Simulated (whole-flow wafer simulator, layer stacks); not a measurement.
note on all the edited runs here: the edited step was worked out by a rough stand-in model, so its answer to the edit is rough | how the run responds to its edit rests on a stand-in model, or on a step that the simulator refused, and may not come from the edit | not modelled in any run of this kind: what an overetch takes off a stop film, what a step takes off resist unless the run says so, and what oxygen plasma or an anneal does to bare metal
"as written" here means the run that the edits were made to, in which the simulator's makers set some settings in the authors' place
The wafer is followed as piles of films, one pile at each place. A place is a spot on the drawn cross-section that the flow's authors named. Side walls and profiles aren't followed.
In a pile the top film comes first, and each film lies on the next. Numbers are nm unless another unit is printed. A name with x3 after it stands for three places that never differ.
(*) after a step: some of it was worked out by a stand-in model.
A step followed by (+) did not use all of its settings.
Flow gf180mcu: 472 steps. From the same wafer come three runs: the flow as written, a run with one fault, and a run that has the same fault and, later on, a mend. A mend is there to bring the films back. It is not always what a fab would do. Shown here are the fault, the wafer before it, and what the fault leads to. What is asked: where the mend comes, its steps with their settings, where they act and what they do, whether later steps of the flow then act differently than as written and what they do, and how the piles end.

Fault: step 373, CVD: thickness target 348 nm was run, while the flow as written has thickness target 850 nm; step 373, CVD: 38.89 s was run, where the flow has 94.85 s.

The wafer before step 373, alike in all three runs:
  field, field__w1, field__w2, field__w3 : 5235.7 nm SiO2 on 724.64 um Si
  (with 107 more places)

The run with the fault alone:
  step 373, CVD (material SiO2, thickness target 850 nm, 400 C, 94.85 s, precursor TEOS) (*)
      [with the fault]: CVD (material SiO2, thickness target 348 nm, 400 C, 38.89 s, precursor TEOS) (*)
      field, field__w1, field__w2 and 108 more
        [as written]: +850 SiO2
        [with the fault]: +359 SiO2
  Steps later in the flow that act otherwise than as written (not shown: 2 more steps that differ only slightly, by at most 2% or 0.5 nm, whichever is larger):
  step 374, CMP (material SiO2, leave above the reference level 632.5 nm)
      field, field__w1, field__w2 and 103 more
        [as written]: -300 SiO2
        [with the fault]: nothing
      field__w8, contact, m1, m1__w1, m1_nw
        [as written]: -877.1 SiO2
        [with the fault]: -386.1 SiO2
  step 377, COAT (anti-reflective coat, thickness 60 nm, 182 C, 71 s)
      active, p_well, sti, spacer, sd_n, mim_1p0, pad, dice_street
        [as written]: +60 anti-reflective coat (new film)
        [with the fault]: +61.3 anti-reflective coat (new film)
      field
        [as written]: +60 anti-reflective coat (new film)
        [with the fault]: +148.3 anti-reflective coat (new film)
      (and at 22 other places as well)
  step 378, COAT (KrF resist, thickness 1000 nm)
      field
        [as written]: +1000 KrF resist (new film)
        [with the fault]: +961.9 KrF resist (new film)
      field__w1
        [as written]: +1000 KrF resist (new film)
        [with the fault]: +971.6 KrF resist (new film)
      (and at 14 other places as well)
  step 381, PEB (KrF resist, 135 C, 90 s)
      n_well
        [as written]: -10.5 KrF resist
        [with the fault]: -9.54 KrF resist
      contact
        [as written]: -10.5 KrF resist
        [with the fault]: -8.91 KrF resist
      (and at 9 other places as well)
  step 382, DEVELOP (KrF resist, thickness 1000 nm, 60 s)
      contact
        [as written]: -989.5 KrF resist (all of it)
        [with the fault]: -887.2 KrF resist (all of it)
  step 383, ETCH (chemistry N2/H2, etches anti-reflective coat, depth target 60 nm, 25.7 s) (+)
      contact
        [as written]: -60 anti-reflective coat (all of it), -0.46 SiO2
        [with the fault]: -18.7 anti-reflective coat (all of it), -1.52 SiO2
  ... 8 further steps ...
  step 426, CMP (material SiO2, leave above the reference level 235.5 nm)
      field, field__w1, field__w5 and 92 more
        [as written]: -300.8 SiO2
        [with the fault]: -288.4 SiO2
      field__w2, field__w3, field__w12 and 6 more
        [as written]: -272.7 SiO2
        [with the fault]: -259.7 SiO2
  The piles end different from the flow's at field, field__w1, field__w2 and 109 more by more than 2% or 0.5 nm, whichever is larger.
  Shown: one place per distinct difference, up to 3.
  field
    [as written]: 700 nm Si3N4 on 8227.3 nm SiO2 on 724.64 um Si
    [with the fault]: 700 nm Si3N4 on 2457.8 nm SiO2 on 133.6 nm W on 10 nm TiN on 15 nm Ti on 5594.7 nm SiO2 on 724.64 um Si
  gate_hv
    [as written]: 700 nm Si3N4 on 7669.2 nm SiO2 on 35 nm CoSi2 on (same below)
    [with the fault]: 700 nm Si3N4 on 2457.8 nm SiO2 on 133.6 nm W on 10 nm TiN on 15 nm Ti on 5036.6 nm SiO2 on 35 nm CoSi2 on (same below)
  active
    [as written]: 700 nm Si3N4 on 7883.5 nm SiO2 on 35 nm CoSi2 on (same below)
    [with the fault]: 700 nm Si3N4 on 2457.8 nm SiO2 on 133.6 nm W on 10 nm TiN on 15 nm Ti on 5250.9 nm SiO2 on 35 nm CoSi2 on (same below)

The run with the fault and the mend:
  The mend stands after step 373.
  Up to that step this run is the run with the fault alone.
  step 373a, CVD (material SiO2, thickness target 502 nm, 400 C, 56.02 s, precursor TEOS) (*) (the flow's step 373 again, with other settings)
      field, field__w1, field__w2 and 108 more
        +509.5 SiO2
  Steps later in the flow that act otherwise than as written:
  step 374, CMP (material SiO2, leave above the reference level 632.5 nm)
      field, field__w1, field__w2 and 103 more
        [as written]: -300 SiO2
        [with the mend]: -318.5 SiO2
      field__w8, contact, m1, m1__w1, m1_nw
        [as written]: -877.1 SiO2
        [with the mend]: -895.6 SiO2
  At every place that both follow, the piles at the end match the flow's.
